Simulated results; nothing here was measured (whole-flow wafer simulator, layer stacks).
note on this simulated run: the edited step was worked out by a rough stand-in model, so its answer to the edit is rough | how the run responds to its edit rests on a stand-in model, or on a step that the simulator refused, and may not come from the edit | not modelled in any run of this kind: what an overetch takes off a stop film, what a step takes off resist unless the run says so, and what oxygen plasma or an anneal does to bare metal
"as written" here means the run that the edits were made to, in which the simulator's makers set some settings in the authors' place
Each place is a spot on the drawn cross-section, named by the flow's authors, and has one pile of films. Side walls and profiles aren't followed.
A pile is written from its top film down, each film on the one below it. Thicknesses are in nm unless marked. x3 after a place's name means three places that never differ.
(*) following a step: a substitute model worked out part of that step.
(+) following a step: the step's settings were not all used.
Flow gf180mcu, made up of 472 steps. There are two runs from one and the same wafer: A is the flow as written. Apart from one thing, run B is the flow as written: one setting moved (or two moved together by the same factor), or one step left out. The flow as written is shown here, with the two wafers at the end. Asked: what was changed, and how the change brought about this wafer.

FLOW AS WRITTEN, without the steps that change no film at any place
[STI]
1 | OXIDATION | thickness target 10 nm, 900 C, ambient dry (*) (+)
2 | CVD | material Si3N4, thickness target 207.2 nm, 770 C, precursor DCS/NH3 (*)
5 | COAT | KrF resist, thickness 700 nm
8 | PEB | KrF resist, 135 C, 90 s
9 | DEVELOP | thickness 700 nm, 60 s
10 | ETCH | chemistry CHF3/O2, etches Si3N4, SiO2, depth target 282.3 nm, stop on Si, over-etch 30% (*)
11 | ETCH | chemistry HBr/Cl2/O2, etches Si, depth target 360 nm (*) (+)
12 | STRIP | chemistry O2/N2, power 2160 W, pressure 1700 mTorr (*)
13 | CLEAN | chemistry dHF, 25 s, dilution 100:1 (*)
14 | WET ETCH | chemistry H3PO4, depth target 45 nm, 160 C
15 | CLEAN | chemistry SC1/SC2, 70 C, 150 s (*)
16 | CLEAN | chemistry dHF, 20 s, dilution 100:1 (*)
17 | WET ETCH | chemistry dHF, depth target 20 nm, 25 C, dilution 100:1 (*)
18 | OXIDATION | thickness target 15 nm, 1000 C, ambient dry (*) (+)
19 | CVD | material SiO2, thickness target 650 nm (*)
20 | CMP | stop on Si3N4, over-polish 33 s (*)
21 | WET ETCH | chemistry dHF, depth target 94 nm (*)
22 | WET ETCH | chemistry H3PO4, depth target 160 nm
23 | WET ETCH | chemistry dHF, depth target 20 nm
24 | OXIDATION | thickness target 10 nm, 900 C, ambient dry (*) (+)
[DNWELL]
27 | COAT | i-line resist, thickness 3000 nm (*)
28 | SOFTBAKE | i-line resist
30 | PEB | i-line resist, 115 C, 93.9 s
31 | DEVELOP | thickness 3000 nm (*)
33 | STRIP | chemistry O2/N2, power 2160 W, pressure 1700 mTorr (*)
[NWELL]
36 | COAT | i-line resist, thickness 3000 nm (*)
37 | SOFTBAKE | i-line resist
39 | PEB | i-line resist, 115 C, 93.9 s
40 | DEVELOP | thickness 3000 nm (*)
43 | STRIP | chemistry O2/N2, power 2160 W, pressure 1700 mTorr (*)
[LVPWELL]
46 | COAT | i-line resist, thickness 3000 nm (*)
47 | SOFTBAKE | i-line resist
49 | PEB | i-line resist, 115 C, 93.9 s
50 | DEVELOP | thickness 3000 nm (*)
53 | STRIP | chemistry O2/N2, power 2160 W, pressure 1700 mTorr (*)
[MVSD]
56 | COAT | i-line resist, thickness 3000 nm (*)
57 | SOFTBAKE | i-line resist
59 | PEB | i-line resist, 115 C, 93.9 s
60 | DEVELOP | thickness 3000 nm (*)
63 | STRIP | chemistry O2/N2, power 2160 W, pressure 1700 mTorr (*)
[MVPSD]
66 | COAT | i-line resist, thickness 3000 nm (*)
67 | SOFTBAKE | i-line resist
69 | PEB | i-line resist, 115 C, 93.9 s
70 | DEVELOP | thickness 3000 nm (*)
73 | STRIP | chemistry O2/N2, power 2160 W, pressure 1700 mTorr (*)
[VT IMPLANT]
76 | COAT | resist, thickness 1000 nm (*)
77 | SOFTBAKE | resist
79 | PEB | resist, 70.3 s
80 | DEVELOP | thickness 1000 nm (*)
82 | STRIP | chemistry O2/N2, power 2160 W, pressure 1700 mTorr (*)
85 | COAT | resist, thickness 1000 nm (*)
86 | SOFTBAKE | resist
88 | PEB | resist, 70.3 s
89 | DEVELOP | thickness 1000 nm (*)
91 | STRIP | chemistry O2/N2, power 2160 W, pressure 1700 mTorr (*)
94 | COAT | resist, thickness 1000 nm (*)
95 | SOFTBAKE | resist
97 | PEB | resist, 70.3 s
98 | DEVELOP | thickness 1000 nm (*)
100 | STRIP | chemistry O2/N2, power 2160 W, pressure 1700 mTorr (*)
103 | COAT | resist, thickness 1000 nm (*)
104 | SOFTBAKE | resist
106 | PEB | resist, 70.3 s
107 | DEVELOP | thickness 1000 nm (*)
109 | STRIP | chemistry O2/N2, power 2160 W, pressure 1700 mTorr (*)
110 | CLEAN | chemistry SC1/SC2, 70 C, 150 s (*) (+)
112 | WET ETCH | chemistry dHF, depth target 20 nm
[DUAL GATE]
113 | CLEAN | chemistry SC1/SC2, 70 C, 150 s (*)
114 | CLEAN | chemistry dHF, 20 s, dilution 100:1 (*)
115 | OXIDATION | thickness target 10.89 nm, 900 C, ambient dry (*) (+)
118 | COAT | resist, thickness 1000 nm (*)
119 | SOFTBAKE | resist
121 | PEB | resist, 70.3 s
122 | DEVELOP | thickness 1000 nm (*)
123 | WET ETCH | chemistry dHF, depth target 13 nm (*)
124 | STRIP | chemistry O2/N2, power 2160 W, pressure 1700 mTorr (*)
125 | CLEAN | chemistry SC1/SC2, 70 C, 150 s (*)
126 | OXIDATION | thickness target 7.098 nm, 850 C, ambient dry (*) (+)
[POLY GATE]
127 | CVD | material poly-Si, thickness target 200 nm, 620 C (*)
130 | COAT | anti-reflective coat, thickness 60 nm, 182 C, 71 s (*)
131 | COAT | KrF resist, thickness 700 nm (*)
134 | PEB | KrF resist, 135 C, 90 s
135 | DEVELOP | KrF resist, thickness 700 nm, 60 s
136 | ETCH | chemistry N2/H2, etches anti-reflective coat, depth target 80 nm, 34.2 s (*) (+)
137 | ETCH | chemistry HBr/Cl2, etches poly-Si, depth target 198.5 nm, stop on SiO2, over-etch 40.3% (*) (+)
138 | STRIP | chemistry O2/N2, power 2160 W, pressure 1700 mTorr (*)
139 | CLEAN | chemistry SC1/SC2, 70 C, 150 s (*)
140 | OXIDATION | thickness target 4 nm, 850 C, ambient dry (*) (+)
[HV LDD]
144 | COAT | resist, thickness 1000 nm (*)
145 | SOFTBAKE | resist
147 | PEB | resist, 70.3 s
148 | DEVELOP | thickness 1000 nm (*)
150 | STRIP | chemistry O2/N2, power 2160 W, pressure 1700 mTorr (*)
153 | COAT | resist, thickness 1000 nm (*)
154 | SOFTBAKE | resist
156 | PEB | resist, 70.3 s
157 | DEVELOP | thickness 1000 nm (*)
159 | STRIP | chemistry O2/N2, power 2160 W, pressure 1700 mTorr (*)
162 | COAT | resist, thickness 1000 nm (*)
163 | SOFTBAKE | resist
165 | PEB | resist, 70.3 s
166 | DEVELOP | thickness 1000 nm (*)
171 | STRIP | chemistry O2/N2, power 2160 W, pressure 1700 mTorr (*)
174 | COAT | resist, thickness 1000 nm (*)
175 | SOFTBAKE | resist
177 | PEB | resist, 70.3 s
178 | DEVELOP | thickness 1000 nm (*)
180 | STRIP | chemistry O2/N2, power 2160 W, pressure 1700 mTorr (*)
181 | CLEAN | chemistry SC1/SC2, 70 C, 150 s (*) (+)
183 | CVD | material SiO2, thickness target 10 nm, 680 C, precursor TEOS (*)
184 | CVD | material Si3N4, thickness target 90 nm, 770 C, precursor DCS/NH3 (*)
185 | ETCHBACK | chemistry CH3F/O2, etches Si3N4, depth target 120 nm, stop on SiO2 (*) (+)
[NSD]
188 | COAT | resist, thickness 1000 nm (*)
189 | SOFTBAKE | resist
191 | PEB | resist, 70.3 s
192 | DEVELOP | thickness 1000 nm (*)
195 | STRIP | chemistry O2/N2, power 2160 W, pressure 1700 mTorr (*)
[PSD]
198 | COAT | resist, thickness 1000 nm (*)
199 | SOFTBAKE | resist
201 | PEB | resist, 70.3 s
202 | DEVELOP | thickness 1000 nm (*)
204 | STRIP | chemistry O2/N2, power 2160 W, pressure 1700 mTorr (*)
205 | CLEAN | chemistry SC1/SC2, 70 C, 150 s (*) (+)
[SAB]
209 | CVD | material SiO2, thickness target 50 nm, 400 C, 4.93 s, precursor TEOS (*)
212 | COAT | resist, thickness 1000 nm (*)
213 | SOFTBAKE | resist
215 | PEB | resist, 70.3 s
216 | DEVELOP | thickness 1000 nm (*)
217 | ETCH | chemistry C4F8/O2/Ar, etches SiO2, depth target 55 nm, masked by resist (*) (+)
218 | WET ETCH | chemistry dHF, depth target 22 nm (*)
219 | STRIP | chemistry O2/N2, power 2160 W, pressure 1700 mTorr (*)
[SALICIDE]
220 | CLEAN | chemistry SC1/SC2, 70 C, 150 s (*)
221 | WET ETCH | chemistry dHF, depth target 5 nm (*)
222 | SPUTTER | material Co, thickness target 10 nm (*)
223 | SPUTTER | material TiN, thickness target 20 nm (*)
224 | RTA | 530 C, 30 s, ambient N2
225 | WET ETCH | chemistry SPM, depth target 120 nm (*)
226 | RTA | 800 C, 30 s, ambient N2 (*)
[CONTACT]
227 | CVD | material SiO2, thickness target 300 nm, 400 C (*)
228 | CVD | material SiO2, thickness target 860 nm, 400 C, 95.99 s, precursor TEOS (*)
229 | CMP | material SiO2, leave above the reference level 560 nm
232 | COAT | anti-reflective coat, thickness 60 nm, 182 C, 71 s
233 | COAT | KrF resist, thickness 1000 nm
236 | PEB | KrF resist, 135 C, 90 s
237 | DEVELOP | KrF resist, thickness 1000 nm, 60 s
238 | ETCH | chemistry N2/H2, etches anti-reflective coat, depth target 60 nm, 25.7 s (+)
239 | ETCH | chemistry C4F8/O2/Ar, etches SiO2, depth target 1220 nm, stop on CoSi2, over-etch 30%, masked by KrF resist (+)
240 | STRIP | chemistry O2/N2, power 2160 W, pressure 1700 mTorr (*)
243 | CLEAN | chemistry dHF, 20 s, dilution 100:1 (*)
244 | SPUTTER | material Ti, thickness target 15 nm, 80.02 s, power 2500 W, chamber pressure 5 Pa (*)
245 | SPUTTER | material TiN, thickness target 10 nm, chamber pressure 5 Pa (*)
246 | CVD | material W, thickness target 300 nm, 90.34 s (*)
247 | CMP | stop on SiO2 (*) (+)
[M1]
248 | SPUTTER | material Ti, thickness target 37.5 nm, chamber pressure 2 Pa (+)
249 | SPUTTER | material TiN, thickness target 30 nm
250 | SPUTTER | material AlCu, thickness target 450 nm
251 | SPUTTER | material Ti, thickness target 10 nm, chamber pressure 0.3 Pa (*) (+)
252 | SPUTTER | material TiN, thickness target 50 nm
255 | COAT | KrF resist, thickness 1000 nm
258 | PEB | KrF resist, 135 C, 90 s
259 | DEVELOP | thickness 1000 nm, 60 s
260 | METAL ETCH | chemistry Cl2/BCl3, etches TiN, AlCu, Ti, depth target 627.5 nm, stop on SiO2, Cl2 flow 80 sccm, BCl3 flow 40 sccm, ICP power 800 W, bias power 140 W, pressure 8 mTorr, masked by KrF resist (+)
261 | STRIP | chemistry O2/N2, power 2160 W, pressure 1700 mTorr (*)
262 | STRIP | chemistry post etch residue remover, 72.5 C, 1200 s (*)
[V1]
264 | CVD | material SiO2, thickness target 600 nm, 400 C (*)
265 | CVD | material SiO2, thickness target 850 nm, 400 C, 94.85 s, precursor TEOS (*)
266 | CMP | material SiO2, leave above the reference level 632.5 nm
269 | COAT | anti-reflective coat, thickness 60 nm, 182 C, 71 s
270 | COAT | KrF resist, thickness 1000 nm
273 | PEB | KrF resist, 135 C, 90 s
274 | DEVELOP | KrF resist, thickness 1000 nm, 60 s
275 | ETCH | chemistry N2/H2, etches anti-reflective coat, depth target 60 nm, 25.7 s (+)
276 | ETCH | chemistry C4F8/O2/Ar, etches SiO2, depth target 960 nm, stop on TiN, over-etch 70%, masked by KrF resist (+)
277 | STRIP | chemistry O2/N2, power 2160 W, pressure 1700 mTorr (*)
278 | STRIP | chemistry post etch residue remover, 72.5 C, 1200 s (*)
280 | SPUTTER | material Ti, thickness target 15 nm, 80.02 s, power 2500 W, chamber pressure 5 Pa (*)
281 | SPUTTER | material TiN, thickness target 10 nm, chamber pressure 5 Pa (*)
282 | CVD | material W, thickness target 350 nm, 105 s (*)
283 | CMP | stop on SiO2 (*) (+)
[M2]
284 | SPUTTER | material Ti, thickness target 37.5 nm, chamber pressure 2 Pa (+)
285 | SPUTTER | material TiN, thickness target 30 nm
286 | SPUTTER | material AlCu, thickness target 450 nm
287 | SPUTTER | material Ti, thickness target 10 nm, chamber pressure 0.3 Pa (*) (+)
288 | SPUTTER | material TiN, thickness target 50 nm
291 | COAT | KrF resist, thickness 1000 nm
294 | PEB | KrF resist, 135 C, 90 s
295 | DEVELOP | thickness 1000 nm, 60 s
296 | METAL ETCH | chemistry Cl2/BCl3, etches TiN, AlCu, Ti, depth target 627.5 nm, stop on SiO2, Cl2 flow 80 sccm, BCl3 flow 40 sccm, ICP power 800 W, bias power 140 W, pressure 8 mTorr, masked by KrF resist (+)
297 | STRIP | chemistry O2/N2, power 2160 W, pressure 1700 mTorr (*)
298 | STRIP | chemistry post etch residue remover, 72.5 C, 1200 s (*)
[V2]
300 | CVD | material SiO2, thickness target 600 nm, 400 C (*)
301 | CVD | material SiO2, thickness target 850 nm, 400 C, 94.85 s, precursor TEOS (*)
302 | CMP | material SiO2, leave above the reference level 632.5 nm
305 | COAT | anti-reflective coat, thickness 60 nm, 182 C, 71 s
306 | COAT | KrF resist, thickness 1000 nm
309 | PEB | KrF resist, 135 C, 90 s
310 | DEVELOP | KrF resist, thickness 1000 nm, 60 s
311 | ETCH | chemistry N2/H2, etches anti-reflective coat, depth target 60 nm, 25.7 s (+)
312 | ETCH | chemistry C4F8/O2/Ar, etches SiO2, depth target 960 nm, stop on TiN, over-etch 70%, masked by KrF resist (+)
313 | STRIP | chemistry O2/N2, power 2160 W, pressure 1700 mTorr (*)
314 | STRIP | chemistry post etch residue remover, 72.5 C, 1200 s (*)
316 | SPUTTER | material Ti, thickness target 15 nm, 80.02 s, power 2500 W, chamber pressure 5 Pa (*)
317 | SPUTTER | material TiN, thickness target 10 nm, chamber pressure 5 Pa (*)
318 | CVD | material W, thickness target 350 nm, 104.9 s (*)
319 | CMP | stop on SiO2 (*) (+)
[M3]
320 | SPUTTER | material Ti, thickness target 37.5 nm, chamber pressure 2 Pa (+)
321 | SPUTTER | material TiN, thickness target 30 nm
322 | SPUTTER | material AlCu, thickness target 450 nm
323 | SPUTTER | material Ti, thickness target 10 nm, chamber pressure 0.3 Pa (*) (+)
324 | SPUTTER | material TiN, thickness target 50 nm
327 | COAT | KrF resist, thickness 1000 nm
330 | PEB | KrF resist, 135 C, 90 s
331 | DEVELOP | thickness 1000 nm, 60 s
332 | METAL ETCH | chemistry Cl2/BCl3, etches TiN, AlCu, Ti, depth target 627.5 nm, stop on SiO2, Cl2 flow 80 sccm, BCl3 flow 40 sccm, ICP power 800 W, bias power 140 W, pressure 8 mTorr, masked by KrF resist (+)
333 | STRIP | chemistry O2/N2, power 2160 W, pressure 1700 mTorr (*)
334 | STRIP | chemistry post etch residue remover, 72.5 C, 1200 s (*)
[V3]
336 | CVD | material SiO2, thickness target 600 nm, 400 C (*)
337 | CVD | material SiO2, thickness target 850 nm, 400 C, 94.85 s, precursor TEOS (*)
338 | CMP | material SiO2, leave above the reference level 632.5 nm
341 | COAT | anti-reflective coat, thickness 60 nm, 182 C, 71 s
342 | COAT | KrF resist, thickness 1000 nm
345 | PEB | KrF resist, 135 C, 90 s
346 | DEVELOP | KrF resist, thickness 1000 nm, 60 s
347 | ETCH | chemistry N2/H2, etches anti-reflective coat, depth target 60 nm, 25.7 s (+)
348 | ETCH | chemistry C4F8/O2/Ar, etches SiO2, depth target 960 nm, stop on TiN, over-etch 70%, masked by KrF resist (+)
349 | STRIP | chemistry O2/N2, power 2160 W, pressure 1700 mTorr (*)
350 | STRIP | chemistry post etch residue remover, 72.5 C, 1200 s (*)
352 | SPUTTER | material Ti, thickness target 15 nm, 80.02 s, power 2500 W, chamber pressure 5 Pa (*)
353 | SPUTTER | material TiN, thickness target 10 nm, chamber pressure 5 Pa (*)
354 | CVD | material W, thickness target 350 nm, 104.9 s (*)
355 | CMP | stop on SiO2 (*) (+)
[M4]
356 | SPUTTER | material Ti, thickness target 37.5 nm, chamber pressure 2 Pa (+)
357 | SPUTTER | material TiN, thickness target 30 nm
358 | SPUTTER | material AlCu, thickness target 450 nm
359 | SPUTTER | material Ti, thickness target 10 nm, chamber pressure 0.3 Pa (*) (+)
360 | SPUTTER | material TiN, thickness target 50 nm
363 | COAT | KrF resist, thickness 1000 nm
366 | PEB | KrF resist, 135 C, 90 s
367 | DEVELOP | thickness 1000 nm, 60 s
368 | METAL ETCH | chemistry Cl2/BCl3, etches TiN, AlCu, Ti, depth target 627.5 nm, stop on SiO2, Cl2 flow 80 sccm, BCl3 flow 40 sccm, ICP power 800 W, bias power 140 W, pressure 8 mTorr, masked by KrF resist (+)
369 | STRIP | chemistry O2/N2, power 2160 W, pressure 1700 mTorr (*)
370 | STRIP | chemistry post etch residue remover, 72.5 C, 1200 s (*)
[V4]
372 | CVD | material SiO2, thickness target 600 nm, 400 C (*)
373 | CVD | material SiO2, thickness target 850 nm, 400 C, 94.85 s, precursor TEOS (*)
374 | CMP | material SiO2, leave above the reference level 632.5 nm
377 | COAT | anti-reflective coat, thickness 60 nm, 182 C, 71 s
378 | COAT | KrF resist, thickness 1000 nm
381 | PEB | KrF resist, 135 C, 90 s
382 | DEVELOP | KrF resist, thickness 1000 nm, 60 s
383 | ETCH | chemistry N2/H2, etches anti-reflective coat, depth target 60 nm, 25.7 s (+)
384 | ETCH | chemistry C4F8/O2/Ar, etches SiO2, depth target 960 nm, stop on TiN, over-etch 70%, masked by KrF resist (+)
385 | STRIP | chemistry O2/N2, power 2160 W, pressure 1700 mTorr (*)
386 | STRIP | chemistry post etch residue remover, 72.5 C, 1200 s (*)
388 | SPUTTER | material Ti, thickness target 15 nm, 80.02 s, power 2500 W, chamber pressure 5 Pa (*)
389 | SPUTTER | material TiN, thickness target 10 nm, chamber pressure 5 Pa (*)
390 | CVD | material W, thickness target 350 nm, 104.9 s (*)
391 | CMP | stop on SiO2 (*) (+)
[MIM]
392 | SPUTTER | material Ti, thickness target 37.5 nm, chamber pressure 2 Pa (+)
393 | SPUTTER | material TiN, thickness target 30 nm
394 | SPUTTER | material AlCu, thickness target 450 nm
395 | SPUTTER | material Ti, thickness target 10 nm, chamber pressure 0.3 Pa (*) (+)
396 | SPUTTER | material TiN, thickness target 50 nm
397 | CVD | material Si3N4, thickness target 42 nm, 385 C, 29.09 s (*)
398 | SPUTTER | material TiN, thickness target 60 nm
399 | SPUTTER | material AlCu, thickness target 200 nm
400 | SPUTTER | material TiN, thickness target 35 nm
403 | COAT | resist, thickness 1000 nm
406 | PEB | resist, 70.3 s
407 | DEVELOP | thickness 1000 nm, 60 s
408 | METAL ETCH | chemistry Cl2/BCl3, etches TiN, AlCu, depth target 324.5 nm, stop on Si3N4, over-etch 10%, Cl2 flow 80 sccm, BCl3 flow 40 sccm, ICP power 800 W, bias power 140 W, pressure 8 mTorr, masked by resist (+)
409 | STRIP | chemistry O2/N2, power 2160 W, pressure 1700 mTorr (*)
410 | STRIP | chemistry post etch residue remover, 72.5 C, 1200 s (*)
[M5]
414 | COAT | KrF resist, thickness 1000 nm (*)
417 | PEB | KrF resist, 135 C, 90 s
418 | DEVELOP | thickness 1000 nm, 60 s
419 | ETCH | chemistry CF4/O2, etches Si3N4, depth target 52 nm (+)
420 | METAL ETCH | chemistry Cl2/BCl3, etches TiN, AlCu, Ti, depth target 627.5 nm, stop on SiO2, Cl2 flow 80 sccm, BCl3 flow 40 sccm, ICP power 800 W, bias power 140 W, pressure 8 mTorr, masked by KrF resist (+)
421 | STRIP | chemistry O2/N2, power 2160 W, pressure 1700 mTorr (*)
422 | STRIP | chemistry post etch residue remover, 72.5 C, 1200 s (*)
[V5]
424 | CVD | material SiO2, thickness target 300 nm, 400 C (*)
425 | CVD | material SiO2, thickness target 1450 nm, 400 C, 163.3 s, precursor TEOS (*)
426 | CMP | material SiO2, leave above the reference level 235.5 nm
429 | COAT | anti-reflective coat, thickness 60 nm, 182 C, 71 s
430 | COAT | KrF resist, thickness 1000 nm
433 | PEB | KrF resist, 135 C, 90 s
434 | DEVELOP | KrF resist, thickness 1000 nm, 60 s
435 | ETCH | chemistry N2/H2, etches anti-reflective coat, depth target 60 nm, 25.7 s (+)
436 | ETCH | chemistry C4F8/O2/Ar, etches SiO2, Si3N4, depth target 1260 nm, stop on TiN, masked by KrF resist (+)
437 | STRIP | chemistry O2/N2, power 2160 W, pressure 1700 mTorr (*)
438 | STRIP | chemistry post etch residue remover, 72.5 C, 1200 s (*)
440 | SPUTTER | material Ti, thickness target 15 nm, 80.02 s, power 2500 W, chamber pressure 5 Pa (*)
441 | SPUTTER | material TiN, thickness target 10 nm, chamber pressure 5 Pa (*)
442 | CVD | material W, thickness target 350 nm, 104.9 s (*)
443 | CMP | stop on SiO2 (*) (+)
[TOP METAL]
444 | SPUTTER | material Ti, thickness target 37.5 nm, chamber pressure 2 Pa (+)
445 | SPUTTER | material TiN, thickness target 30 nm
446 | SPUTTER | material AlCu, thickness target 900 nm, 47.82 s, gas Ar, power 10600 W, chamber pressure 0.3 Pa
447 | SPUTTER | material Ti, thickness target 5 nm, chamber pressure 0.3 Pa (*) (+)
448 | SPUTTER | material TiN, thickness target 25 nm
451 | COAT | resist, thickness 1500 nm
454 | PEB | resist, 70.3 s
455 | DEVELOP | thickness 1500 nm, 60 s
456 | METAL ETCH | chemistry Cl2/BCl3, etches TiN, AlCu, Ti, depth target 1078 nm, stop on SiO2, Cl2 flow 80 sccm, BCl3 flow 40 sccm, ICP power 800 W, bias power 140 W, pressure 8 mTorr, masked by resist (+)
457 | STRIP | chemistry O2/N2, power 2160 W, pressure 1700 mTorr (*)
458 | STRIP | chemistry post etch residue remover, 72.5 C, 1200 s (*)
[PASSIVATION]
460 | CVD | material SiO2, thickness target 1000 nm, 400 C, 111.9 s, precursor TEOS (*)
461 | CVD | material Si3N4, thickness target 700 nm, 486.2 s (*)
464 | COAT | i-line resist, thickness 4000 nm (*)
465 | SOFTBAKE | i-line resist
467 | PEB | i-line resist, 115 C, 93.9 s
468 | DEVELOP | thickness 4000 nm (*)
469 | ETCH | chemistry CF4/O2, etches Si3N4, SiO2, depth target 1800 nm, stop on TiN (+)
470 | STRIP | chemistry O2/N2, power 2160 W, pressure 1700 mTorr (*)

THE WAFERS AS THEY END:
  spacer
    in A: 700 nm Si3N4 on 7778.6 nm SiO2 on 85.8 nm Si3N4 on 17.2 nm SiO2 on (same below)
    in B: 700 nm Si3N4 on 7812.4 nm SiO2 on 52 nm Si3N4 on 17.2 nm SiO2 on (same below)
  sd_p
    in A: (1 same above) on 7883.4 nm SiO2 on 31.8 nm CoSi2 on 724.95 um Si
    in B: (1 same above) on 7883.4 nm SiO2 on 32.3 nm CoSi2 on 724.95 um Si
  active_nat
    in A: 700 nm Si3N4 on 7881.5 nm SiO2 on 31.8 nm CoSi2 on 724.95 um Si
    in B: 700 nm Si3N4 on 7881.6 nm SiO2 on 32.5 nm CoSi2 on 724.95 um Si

The reason: step 184, CVD: thickness target 56.2 nm was run, though the flow has thickness target 90 nm.

How this came from the change, step by step:
  184 | CVD | material Si3N4, thickness target 90 nm, 770 C, precursor DCS/NH3 (*)
      field, field__w1, field__w2 and 101 more: A +90 Si3N4 (new film) | B +56.2 Si3N4 (new film)
  185 | ETCHBACK | chemistry CH3F/O2, etches Si3N4, depth target 120 nm, stop on SiO2 (*) (+)
      field, field__w1, field__w2 and 100 more: A -90 Si3N4 (all of it), -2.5 SiO2 | B -56.2 Si3N4 (all of it), -5.32 SiO2
  188 | COAT | resist, thickness 1000 nm (*)
      spacer: A +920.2 resist (new film) | B +950.9 resist (new film)
  189 | SOFTBAKE | resist
      field: A +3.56 resist | B -0.34 resist
      field__w6: A +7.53 resist | B +6.91 resist
      (and at 10 other places as well)
  191 | PEB | resist, 70.3 s
      spacer: A -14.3 resist | B -15.1 resist
  192 | DEVELOP | thickness 1000 nm (*)
      spacer: A -905.9 resist (all of it) | B -935.9 resist (all of it)
  195 | STRIP | chemistry O2/N2, power 2160 W, pressure 1700 mTorr (*)
      field: A -1026.7 resist (all of it) | B -1005.7 resist (all of it)
  198 | COAT | resist, thickness 1000 nm (*)
      spacer: A +920.2 resist (new film) | B +950.9 resist (new film)
  199 | SOFTBAKE | resist
      field: A +3.56 resist | B -0.34 resist
      field__w6: A +7.53 resist | B +6.91 resist
      (and at 10 other places as well)
  201 | PEB | resist, 70.3 s
      spacer: A -14.3 resist | B -15.1 resist
  204 | STRIP | chemistry O2/N2, power 2160 W, pressure 1700 mTorr (*)
      field: A -1026.7 resist (all of it) | B -1005.7 resist (all of it)
      spacer: A -905.9 resist (all of it) | B -935.8 resist (all of it)
  212 | COAT | resist, thickness 1000 nm (*)
      spacer: A +919.4 resist (new film) | B +950.1 resist (new film)
  213 | SOFTBAKE | resist
      field__w9: A -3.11 resist | B +6.65 resist
      field__w5: A +7.65 resist | B +6.9 resist
      (and at 10 other places as well)
  215 | PEB | resist, 70.3 s
      spacer: A -14.3 resist | B -15.1 resist
  216 | DEVELOP | thickness 1000 nm (*)
      spacer: A -905.1 resist (all of it) | B -935 resist (all of it)
  218 | WET ETCH | chemistry dHF, depth target 22 nm (*)
      gate, gate_hv, gate_p and 23 more: A -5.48 SiO2 (all of it) | B -2.66 SiO2 (all of it)
      active, p_well, sd_n, iso_ptap_pw, iso_ntap_nw, iso_ptap_sub, vpnp_e: A -9.01 SiO2 (all of it) | B -6.19 SiO2 (all of it)
      (and at 16 other places as well)
  ... 5 other steps ...
  229 | CMP | material SiO2, leave above the reference level 560 nm
      spacer: A -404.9 SiO2 | B -371.1 SiO2
